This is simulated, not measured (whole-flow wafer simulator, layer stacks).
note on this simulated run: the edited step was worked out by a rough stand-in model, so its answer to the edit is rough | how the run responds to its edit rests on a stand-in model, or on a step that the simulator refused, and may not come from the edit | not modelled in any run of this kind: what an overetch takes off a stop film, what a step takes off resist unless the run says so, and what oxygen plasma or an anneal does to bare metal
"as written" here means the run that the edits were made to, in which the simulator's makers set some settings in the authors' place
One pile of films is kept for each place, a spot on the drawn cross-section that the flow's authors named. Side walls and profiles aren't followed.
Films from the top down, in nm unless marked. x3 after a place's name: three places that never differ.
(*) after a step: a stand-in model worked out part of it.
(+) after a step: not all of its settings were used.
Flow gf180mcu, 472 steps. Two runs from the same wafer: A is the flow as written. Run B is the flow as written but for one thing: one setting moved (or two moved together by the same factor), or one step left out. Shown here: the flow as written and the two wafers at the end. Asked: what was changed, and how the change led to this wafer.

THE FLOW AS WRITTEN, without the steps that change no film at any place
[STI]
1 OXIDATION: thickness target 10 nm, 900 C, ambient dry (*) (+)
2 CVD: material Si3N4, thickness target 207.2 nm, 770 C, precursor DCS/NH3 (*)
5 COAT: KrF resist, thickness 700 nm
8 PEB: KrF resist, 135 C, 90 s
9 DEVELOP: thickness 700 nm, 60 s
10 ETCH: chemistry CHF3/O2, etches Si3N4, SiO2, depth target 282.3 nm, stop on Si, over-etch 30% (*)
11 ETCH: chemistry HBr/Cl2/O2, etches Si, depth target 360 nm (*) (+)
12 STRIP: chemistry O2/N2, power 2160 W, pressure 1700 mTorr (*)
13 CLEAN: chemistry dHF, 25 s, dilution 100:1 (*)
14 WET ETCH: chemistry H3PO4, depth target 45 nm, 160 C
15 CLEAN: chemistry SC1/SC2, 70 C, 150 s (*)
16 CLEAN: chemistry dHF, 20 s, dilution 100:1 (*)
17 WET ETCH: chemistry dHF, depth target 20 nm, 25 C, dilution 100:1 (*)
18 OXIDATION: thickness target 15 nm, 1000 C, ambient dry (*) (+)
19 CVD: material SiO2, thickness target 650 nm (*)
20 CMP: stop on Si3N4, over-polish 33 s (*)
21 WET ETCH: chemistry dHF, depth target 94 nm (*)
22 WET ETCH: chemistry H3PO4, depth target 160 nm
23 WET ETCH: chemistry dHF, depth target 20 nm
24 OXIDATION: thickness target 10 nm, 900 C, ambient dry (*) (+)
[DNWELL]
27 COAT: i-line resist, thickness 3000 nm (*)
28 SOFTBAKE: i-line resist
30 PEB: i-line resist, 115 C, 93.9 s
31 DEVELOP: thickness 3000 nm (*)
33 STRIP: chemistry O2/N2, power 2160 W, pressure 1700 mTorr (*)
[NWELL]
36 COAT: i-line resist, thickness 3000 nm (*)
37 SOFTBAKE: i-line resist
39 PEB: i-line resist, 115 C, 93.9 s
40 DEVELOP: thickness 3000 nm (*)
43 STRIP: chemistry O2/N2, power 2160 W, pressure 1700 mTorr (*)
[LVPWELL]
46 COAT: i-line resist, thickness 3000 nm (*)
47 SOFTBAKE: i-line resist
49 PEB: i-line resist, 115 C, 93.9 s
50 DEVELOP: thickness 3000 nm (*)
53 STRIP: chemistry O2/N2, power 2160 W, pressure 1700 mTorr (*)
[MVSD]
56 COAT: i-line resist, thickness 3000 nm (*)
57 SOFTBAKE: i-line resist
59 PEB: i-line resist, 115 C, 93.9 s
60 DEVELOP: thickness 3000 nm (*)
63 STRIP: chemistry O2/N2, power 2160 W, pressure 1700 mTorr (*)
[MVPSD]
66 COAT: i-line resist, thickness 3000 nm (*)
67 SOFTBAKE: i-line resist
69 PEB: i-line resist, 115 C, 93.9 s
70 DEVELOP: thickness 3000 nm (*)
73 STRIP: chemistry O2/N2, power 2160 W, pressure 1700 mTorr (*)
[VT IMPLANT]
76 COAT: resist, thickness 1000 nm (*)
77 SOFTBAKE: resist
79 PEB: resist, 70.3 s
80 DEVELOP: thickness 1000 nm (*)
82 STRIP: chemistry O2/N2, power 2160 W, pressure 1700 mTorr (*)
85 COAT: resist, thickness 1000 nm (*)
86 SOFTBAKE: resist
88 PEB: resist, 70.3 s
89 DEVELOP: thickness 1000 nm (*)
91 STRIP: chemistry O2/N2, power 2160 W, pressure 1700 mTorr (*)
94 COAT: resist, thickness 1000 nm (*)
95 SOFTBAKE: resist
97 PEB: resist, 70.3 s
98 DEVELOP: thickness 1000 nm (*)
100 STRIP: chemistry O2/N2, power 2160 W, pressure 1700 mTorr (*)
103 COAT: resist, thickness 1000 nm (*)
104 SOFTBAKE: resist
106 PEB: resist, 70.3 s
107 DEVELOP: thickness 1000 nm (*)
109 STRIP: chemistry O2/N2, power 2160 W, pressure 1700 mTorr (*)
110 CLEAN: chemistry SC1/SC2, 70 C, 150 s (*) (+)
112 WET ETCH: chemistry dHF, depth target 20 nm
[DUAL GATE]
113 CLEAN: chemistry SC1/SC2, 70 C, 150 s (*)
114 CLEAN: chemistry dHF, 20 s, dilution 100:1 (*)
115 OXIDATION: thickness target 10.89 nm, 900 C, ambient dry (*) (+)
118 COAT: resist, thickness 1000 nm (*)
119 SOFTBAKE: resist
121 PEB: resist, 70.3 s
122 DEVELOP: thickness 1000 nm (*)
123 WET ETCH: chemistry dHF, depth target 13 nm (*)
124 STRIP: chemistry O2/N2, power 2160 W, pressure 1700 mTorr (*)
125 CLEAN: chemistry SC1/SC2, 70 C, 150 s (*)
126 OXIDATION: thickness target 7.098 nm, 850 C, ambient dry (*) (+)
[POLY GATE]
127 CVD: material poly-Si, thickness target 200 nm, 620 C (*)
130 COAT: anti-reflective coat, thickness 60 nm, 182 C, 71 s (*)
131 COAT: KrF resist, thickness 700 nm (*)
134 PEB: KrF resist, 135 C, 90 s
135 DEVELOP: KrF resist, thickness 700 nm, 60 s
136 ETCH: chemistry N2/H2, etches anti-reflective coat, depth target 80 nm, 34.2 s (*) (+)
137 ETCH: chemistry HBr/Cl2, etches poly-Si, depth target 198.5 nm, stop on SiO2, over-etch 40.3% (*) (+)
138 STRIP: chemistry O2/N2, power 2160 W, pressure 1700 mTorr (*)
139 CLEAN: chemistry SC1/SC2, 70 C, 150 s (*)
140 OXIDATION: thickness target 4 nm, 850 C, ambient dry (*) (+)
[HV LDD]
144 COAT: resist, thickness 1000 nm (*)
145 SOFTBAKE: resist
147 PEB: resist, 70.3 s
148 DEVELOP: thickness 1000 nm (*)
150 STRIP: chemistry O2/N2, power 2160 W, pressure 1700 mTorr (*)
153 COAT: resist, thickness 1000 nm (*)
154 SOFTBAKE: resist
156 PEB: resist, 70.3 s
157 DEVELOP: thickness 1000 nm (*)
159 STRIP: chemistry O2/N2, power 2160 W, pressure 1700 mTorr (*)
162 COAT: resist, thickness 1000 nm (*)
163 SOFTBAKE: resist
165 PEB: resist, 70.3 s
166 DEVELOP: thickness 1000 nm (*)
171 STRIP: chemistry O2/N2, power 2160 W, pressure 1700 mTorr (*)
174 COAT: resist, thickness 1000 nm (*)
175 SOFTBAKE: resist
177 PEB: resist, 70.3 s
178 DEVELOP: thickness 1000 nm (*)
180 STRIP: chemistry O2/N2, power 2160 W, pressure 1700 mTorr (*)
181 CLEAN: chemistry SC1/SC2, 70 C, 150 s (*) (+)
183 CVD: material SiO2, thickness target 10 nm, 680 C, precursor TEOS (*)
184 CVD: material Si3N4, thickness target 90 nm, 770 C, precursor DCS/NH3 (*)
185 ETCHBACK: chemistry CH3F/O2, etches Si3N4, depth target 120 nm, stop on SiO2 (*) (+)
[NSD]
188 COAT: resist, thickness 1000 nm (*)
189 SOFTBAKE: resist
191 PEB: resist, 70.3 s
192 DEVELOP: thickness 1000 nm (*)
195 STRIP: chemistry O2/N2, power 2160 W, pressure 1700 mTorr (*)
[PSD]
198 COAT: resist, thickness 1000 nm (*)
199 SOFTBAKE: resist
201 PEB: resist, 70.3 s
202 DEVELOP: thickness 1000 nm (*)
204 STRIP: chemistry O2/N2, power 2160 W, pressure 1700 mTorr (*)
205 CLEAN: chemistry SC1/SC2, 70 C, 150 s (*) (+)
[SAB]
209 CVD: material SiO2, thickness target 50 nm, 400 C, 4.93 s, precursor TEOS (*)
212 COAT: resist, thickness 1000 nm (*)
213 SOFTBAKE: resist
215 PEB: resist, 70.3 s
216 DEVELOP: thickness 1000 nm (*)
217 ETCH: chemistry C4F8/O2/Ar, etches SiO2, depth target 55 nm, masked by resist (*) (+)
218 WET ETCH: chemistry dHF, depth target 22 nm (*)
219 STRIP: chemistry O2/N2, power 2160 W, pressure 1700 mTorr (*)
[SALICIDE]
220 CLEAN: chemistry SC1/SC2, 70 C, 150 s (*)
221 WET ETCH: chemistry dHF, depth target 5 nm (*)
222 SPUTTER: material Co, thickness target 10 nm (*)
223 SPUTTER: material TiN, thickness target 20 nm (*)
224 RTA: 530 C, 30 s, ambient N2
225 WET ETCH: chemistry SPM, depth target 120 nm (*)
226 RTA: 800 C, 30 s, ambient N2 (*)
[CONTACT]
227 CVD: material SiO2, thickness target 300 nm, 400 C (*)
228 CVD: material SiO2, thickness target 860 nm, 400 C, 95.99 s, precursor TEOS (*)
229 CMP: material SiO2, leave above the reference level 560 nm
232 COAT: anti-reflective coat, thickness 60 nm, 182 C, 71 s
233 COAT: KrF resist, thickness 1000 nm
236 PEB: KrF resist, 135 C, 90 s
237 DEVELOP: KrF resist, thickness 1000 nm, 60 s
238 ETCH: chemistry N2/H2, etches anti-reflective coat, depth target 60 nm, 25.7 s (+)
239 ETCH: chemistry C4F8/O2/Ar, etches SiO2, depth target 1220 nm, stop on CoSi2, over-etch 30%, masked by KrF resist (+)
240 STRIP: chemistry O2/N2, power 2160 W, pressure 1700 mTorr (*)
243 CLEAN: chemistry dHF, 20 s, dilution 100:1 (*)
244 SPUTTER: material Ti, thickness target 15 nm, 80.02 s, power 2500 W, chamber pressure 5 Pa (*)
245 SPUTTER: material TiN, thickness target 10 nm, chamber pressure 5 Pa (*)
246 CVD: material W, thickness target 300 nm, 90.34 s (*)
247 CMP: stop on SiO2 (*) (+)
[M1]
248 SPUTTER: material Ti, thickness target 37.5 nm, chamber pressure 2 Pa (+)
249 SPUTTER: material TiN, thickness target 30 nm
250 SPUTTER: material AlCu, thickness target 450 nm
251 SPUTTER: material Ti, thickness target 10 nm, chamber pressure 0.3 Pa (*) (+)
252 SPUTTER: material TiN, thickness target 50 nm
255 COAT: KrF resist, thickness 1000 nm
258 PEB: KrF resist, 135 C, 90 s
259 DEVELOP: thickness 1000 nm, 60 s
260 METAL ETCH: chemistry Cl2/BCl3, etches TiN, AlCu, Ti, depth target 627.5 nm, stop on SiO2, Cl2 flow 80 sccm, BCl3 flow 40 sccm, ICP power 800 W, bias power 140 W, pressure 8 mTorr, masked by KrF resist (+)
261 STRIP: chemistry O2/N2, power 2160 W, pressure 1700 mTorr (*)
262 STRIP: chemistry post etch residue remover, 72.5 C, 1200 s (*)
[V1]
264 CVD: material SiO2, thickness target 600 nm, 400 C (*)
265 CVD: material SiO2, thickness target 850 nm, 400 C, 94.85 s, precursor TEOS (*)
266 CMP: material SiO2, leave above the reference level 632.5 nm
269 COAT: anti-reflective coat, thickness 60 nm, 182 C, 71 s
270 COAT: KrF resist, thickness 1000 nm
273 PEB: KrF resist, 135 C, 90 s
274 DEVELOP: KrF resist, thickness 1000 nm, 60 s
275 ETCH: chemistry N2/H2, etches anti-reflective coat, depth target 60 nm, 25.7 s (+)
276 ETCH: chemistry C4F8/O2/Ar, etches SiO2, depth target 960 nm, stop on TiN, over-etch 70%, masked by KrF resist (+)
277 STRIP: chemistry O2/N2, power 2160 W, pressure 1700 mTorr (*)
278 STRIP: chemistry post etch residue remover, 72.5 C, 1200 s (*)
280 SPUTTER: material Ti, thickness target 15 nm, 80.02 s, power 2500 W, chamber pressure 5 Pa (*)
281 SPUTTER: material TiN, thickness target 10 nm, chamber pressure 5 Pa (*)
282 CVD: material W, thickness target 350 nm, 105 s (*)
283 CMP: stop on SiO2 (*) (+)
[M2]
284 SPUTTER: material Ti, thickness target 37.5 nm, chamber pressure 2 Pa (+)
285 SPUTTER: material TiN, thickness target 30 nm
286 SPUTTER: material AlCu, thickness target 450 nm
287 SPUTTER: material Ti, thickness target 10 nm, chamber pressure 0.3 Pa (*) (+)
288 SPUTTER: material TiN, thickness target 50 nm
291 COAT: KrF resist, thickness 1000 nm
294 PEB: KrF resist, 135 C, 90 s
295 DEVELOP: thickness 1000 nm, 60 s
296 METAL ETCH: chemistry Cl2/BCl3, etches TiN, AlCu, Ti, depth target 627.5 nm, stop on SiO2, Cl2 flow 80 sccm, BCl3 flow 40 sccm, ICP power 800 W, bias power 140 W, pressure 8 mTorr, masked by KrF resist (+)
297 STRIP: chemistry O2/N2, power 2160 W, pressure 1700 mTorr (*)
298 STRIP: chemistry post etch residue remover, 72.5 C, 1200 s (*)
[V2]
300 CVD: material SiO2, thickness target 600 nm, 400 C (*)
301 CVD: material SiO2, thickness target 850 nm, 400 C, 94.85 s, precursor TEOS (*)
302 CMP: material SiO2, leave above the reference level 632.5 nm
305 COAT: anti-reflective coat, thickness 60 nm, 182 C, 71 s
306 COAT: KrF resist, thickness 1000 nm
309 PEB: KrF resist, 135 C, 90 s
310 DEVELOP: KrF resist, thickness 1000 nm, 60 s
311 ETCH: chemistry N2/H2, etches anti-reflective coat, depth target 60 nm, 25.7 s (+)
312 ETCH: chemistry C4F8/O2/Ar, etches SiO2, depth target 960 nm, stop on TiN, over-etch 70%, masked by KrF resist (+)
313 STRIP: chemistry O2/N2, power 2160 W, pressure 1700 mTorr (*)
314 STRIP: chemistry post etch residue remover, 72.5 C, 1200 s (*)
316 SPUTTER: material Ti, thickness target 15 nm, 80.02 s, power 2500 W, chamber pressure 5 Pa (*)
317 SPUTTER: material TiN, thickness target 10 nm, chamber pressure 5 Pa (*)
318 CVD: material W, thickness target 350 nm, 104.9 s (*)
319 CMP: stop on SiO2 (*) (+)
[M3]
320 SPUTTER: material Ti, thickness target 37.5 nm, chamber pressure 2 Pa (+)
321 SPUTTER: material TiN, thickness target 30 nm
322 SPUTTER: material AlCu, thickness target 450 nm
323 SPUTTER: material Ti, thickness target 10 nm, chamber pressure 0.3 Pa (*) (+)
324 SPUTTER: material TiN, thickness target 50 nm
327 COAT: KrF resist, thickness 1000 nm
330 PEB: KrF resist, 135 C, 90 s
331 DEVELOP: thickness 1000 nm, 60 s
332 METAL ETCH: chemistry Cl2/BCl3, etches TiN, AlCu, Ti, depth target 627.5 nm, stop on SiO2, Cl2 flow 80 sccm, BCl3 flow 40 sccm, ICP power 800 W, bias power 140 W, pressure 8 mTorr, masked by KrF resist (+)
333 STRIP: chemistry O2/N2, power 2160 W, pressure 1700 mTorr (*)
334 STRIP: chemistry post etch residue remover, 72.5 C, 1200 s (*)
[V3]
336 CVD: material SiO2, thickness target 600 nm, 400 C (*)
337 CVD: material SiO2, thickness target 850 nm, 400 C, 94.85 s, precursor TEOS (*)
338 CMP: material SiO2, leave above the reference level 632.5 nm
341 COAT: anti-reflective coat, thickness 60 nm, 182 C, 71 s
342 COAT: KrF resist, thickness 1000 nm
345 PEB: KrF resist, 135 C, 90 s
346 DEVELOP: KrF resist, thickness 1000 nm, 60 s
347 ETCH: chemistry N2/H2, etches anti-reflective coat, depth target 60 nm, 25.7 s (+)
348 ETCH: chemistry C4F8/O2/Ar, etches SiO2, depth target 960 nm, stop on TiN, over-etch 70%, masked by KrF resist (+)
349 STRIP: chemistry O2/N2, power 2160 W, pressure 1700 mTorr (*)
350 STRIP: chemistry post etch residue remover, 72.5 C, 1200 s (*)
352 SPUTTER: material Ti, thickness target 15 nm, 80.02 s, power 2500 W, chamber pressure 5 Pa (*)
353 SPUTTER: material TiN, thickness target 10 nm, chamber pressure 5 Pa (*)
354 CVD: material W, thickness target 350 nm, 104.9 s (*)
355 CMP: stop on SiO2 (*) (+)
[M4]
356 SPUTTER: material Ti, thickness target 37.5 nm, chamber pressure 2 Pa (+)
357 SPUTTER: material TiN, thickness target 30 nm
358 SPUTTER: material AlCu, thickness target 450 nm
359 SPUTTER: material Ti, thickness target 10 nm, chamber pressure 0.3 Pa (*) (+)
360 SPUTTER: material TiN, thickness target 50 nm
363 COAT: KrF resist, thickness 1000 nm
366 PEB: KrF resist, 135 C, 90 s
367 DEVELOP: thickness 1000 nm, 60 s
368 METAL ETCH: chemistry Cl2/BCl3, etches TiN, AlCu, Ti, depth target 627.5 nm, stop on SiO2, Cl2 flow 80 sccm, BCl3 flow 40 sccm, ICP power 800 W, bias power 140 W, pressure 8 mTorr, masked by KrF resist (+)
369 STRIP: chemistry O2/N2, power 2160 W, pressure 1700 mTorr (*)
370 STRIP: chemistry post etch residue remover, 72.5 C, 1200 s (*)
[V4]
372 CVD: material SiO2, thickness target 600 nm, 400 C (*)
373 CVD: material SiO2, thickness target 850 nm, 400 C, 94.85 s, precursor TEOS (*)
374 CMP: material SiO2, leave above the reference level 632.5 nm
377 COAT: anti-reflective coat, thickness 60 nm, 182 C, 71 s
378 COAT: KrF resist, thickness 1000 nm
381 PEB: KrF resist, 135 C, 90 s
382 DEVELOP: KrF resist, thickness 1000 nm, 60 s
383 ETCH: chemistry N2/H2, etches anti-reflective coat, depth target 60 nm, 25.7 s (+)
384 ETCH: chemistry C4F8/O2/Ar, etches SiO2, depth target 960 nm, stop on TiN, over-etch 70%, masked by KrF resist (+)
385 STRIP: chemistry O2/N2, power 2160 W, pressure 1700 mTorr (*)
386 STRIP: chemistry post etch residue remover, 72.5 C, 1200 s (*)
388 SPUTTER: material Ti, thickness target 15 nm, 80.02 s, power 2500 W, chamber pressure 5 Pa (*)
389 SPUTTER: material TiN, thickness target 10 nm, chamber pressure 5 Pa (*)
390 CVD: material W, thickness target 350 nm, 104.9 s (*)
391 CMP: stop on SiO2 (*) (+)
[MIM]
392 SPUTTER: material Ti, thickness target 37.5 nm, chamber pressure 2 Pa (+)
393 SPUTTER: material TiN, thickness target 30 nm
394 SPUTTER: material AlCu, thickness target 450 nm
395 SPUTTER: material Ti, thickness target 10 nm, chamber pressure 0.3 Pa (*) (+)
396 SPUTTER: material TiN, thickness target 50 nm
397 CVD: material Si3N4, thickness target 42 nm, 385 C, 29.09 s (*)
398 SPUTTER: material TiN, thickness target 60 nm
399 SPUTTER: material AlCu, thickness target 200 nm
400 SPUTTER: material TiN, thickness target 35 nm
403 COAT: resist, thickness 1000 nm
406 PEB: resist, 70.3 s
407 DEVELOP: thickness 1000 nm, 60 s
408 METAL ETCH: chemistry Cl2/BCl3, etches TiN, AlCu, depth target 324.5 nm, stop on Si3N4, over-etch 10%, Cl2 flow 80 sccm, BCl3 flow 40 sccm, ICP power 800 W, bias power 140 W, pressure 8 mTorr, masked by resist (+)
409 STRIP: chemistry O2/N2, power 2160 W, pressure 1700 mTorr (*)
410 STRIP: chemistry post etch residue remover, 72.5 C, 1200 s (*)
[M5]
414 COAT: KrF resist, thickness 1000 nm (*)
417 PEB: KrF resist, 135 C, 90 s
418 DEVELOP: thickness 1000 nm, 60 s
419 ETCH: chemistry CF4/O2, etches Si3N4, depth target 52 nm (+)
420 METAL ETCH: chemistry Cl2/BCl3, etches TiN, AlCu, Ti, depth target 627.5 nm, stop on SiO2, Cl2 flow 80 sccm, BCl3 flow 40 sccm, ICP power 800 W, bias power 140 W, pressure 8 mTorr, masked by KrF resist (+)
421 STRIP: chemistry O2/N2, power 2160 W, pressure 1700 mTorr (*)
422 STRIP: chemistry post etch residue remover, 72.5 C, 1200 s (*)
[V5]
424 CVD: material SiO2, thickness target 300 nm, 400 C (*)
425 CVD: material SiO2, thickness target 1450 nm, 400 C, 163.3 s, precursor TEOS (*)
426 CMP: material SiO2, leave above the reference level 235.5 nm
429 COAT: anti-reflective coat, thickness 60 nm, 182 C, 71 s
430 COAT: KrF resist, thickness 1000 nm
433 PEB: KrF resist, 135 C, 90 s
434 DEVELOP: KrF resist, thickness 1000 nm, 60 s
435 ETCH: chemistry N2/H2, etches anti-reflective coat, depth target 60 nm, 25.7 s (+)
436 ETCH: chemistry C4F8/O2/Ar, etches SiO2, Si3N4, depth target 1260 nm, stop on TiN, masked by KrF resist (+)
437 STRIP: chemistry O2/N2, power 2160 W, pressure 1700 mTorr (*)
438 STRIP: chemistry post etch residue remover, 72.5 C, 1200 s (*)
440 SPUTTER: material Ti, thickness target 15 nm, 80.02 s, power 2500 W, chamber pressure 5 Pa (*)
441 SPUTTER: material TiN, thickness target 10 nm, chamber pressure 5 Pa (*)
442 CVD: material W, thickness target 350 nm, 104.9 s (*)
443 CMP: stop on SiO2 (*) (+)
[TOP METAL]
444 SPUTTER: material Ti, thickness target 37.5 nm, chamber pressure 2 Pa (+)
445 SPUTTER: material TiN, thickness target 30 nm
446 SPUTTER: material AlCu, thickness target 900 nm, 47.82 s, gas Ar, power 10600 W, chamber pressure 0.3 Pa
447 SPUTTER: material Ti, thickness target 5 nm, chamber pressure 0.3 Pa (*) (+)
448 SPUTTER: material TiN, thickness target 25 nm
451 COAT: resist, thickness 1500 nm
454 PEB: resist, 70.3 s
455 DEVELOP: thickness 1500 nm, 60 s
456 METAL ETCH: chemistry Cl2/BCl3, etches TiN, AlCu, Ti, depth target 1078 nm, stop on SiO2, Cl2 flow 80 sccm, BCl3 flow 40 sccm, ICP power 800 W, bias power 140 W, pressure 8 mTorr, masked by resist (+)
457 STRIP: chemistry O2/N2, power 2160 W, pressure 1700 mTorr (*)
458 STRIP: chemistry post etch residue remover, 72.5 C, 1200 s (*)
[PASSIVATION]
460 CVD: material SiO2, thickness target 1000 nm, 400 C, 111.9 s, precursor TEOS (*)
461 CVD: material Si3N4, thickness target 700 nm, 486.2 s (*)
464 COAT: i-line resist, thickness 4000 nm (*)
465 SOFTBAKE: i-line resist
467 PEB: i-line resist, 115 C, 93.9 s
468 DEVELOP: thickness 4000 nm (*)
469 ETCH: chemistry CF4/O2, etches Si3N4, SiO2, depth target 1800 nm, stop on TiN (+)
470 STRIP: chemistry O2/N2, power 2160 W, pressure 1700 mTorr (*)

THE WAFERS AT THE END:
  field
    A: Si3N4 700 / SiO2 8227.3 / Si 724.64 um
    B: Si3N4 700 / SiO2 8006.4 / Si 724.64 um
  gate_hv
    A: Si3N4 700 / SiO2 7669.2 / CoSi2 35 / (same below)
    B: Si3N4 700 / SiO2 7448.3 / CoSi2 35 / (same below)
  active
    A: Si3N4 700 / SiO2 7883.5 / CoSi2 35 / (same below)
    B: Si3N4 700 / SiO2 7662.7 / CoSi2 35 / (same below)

The cause: step 460, CVD: thickness target 775 nm was run, where the flow has thickness target 1000 nm; step 460, CVD: 86.76 s was run, where the flow has 111.9 s.

How the change led to this, step by step:
  460 CVD: material SiO2, thickness target 1000 nm, 400 C, 111.9 s, precursor TEOS (*)
      field, field__w1, field__w2 and 103 more: A SiO2 +1000 | B SiO2 +779.1
      field__w8, contact, m1, m1__w1, pad, m1_nw: A SiO2 +1000 (new film) | B SiO2 +779.1 (new film)
  465 SOFTBAKE: i-line resist
      gate: A i-line resist +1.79 | B i-line resist -0.33
      ld_acc_p, ld_fp_p, ld_drift_p: A i-line resist +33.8 | B i-line resist +27
      (and at 57 more places)
  469 ETCH: chemistry CF4/O2, etches Si3N4, SiO2, depth target 1800 nm, stop on TiN (+)
      pad: A Si3N4 -700 (all of it), SiO2 -1000 (all of it) | B Si3N4 -700 (all of it), SiO2 -779.1 (all of it)
